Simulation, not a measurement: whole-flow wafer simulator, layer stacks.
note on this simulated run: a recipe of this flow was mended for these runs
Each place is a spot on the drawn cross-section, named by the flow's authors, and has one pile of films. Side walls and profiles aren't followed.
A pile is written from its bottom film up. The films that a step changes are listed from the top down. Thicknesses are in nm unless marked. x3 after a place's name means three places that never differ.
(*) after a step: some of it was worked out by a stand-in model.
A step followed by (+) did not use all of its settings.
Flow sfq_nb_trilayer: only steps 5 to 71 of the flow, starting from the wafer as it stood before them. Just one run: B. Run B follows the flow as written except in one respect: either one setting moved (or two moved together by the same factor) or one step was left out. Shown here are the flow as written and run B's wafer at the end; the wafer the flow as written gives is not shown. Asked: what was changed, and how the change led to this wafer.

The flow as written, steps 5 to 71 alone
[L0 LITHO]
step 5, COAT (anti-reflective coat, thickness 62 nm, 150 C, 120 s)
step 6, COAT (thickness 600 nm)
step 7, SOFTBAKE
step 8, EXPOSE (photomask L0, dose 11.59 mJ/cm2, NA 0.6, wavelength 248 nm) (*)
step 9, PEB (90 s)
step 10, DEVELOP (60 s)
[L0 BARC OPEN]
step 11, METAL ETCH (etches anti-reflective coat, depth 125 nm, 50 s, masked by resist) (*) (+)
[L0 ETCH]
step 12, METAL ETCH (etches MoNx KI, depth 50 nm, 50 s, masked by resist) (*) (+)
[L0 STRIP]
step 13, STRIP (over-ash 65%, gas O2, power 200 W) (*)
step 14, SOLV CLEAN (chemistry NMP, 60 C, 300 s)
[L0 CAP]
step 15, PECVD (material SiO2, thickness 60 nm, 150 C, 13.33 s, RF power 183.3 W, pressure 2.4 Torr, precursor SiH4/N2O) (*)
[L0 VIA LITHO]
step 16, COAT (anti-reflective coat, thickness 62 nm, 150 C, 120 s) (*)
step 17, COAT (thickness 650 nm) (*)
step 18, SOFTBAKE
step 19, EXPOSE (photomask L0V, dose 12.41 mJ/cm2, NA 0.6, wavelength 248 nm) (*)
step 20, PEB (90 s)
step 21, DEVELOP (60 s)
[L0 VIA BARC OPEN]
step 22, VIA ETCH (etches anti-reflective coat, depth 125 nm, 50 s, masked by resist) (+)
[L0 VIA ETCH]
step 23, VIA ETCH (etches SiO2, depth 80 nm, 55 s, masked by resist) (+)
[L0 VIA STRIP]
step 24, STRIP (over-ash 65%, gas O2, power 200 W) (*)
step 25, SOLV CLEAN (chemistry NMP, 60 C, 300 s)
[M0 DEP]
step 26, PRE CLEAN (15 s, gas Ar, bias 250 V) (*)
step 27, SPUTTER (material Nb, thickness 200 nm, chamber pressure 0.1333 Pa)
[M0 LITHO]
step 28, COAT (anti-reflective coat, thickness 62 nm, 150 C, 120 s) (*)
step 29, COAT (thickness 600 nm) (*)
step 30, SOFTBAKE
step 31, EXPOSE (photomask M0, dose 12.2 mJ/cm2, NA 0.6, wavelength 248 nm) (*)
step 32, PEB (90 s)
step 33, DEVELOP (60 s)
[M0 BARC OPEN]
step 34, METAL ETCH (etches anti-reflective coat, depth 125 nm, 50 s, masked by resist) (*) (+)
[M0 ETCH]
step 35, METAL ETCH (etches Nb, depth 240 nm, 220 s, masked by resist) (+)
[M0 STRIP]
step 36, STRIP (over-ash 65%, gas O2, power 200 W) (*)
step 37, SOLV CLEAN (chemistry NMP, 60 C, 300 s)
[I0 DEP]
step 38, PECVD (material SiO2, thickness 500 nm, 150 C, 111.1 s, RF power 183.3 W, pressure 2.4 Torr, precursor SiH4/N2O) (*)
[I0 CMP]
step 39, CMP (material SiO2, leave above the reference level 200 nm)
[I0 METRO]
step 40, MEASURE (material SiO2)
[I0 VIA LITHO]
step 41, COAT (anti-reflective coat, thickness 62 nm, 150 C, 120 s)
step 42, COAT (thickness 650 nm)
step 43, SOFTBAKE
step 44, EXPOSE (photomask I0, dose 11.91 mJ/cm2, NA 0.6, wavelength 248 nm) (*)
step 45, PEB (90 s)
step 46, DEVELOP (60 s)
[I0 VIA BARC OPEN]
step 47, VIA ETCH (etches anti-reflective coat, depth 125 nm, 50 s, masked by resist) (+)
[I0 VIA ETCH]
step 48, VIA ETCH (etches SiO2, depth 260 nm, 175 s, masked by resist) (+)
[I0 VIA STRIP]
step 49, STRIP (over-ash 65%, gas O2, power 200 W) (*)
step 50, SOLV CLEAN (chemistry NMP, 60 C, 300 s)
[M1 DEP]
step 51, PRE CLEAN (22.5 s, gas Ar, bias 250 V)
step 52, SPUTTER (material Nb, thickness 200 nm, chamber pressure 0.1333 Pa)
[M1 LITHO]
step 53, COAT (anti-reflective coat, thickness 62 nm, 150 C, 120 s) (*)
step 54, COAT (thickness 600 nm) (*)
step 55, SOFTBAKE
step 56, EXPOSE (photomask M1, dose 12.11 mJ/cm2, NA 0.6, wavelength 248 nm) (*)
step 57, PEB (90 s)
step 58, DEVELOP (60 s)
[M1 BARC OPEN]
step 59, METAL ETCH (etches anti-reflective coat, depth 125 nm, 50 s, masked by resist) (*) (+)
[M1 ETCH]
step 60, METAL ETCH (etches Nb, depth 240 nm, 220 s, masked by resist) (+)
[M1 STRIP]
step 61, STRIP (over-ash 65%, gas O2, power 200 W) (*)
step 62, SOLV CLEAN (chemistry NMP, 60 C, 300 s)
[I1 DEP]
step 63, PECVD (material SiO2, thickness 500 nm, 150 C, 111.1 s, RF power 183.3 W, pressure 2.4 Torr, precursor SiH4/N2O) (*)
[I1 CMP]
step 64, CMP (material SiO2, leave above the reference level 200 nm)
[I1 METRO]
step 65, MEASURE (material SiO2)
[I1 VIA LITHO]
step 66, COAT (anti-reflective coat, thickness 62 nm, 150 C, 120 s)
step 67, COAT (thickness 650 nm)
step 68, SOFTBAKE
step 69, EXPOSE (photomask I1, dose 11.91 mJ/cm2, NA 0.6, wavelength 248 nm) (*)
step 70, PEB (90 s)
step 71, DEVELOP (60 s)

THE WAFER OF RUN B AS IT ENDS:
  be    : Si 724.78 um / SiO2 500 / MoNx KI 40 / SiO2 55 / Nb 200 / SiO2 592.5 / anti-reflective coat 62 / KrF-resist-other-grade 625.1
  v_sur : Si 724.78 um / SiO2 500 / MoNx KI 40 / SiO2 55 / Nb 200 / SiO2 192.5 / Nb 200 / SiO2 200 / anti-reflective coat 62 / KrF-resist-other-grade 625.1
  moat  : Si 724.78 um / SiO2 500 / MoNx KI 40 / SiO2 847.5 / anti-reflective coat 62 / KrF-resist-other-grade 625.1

What caused this: step 11, METAL ETCH: etches anti-reflective coat, depth 125 nm, 50 s, masked by resist (*) (+), was skipped.

Step by step, how the change led to this:
  step 12, METAL ETCH (etches MoNx KI, depth 50 nm, 50 s, masked by resist) (*) (+)
      v_sur, via_wl, via_w and 97 more: nothing (as written it would have been: MoNx KI loses 40 (all of it), SiO2 loses 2)
  step 13, STRIP (over-ash 65%, gas O2, power 200 W) (*)
      v_sur, via_wl, via_w and 97 more: anti-reflective coat loses 62 (all of it) (as written it would have been: nothing)
      field_l, l0_sur, l0v, l0r_line_l, l0r_line_c, l0r_line_r: KrF-resist-other-grade loses 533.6 (all of it), anti-reflective coat loses 62 (all of it) (as written it would have been: KrF-resist-other-grade loses 464.1 (all of it), anti-reflective coat loses 62 (all of it))
  step 15, PECVD (material SiO2, thickness 60 nm, 150 C, 13.33 s, RF power 183.3 W, pressure 2.4 Torr, precursor SiH4/N2O) (*)
      v_sur, via_wl, via_w and 97 more: SiO2 gains 60 (new film) (as written it would have been: SiO2 gains 60)
  step 16, COAT (anti-reflective coat, thickness 62 nm, 150 C, 120 s) (*)
      via_v, be_sur, gap and 9 more: anti-reflective coat gains 62 (new film) (as written it would have been: anti-reflective coat gains 63.8 (new film))
      l0r_line_l, l0r_line_c, l0r_line_r: anti-reflective coat gains 62 (new film) (as written it would have been: anti-reflective coat gains 56.2 (new film))
      (and at 15 other places as well)
  step 22, VIA ETCH (etches anti-reflective coat, depth 125 nm, 50 s, masked by resist) (+)
      l0v: anti-reflective coat loses 62 (all of it), SiO2 loses 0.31 (as written it would have been: anti-reflective coat loses 57.9 (all of it), SiO2 loses 0.34)
  step 24, STRIP (over-ash 65%, gas O2, power 200 W) (*)
      gap, jj_sur, ce_l, c5j, be_r, r_sur, res: KrF-resist-other-grade loses 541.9 (all of it), anti-reflective coat loses 62 (all of it) (as written it would have been: KrF-resist-other-grade loses 547.9 (all of it), anti-reflective coat loses 63.8 (all of it))
      l0r_line_l, l0r_line_c, l0r_line_r: KrF-resist-other-grade loses 541.9 (all of it), anti-reflective coat loses 62 (all of it) (as written it would have been: KrF-resist-other-grade loses 540.5 (all of it), anti-reflective coat loses 56.2 (all of it))
      (and at 19 other places as well)
  step 28, COAT (anti-reflective coat, thickness 62 nm, 150 C, 120 s) (*)
      be_sur, gap, jj_sur and 8 more: anti-reflective coat gains 61.9 (new film) (as written it would have been: anti-reflective coat gains 63.7 (new film))
      via_v, be, moat: anti-reflective coat gains 61.9 (new film) (as written it would have been: anti-reflective coat gains 63.8 (new film))
      (and at 16 other places as well)
  step 34, METAL ETCH (etches anti-reflective coat, depth 125 nm, 50 s, masked by resist) (*) (+)
      moat: anti-reflective coat loses 61.9 (all of it) (as written it would have been: anti-reflective coat loses 63.8 (all of it))
  step 36, STRIP (over-ash 65%, gas O2, power 200 W) (*)
      ce_r, sp_r, be_r, r_sur: KrF-resist-other-grade loses 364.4 (all of it), anti-reflective coat loses 61.9 (all of it) (as written it would have been: KrF-resist-other-grade loses 370.4 (all of it), anti-reflective coat loses 63.7 (all of it))
      c5j, res, r_end: KrF-resist-other-grade loses 364.4 (all of it), anti-reflective coat loses 61.9 (all of it) (as written it would have been: KrF-resist-other-grade loses 370.5 (all of it), anti-reflective coat loses 63.7 (all of it))
      (and at 25 other places as well)
  step 39, CMP (material SiO2, leave above the reference level 200 nm)
      field_l, l0_sur, l0r_line_l, l0r_line_c, l0r_line_r: SiO2 loses 300 (as written it would have been: SiO2 loses 342)
      l0v: SiO2 loses 235.4 (as written it would have been: SiO2 loses 277.4)
Taking metal films that touch as one body, be has 2 bodies (between them, from the top down: SiO2 55); the flow as written gives 1 body.
Taking metal films that touch as one body, v_sur has 3 bodies (between them, from the top down: SiO2 192.5; SiO2 55); the flow as written gives 2 bodies (between them, from the top down: SiO2 192.5).
Taking metal films that touch as one body, moat has 1 body; the flow as written gives 0 bodies.
